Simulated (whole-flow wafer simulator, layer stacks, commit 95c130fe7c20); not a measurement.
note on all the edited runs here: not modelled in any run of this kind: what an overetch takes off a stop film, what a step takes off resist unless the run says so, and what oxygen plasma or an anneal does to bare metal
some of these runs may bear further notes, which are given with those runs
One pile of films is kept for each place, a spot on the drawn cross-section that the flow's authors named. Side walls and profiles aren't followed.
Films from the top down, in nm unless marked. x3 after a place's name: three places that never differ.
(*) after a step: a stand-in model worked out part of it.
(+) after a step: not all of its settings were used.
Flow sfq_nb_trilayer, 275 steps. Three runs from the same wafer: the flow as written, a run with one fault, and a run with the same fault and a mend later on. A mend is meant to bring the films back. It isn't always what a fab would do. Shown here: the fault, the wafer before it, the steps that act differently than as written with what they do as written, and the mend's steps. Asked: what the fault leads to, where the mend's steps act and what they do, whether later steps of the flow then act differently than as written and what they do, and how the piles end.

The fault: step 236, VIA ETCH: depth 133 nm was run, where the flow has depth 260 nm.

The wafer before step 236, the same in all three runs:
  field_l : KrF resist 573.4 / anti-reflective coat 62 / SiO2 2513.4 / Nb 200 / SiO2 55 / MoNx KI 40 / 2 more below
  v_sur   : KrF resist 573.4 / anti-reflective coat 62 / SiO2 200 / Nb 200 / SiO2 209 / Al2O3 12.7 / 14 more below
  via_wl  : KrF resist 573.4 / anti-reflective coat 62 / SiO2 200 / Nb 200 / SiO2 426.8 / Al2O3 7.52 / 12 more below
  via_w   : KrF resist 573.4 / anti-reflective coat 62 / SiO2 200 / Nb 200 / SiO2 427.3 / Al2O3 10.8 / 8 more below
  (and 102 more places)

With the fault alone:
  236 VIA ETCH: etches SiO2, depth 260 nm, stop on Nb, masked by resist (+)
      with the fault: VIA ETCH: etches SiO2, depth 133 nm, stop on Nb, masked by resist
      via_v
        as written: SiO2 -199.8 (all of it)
        with the fault: SiO2 -133
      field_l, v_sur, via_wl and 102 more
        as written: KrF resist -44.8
        with the fault: KrF resist -22.9
  Later steps of the flow that act differently than as written (3 more steps differ only slightly, by at most 2% or 0.5 nm, whichever is larger, and aren't shown):
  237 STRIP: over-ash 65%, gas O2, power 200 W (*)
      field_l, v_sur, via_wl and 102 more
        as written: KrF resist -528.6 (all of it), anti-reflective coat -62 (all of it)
        with the fault: KrF resist -550.5 (all of it), anti-reflective coat -62 (all of it)
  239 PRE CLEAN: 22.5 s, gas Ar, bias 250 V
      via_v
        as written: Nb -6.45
        with the fault: SiO2 -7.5
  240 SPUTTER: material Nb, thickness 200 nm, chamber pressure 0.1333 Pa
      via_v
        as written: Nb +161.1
        with the fault: Nb +177.1 (new film)
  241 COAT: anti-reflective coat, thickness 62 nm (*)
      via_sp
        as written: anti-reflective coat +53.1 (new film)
        with the fault: anti-reflective coat +54.3 (new film)
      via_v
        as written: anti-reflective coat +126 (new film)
        with the fault: anti-reflective coat +110.3 (new film)
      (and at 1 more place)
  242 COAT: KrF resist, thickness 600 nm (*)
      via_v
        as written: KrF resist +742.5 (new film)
        with the fault: KrF resist +687.3 (new film)
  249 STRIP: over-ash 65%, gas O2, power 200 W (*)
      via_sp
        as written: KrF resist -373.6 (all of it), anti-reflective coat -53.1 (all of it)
        with the fault: KrF resist -378.2 (all of it), anti-reflective coat -54.3 (all of it)
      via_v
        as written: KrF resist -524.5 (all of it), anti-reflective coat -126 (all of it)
        with the fault: KrF resist -469.4 (all of it), anti-reflective coat -110.3 (all of it)
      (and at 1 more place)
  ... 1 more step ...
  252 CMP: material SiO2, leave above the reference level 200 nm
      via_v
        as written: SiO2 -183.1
        with the fault: SiO2 -157.1
  At the end the piles differ from the flow's by more than 2% or 0.5 nm, whichever is larger, at via_v.
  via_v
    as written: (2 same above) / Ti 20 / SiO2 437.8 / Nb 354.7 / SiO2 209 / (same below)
    with the fault: (2 same above) / Ti 20 / SiO2 356 / Nb 177.1 / SiO2 59.3 / Nb 200 / SiO2 209 / (same below)

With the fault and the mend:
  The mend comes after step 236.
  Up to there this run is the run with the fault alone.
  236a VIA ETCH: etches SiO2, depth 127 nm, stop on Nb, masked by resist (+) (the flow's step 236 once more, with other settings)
      field_l, v_sur, via_wl and 102 more
        KrF resist -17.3
      via_v
        SiO2 -66.8 (all of it)
  No later step of the flow acts differently than as written, at any place that is followed, by more than 2% or 0.5 nm, whichever is larger.
  At the end the piles are the same as the flow's at every place that both follow.
